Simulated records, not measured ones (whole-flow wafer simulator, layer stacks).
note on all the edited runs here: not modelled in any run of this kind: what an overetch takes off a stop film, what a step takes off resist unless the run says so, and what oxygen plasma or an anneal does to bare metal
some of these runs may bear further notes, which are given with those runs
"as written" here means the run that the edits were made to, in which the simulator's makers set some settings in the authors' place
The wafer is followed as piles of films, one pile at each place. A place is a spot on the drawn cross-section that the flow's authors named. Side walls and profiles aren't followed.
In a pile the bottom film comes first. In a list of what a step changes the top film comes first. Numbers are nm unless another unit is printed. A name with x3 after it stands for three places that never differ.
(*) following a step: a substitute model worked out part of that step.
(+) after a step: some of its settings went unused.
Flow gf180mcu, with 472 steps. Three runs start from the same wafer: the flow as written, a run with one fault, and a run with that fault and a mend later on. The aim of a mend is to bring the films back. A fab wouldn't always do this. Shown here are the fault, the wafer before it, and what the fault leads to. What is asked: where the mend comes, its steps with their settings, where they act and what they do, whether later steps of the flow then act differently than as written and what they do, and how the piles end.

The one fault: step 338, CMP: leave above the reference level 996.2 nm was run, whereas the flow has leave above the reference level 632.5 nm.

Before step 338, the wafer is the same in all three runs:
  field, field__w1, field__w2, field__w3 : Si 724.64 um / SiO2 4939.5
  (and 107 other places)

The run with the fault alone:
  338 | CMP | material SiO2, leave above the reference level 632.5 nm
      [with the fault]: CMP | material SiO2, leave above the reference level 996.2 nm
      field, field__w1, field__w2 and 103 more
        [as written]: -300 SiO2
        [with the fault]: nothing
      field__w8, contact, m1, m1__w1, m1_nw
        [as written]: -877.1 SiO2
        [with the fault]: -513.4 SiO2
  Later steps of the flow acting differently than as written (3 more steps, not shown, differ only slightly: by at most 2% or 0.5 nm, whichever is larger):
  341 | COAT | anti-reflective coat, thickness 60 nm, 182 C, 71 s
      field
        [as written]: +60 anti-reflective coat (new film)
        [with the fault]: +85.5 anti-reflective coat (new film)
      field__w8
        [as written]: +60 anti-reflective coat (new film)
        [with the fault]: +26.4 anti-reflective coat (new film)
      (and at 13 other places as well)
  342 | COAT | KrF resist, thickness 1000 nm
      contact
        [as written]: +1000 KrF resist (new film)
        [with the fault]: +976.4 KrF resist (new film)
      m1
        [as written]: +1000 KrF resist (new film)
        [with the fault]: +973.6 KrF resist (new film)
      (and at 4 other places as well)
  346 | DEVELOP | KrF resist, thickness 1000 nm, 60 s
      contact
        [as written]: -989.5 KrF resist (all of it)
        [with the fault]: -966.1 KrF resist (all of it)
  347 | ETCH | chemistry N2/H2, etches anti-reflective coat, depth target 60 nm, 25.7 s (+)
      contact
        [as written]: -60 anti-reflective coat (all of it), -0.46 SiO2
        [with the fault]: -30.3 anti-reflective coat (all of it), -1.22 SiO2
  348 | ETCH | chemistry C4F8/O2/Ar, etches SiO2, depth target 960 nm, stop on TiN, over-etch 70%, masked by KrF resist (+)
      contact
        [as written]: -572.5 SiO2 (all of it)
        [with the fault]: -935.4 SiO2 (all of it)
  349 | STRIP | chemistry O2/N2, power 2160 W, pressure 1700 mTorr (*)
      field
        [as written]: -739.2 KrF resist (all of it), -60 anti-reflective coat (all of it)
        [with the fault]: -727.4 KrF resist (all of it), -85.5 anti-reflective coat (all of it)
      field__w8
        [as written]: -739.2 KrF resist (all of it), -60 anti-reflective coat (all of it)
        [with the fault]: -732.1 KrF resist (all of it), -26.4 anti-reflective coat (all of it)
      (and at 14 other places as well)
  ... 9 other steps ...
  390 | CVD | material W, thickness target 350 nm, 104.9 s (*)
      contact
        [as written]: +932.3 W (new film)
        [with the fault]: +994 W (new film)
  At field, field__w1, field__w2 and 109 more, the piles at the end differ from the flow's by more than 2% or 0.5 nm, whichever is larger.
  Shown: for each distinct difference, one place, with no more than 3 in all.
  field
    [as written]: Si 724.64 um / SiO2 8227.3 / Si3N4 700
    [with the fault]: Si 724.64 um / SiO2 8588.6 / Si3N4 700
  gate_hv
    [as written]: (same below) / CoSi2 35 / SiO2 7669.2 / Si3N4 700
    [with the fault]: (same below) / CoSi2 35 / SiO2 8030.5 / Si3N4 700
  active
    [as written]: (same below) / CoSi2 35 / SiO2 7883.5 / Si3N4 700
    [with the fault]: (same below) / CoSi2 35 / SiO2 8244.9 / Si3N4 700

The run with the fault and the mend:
  After step 338 comes the mend.
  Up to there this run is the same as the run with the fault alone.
  338a | CMP | material SiO2, leave above the reference level 632.5 nm (the flow's step 338 again)
      field, field__w1, field__w2 and 103 more
        -300 SiO2
      field__w8, contact, m1, m1__w1, m1_nw
        -363.7 SiO2
  None of the later steps of the flow acts differently than as written at any place that is followed.
  The piles end the same as the flow's at every place that both follow.
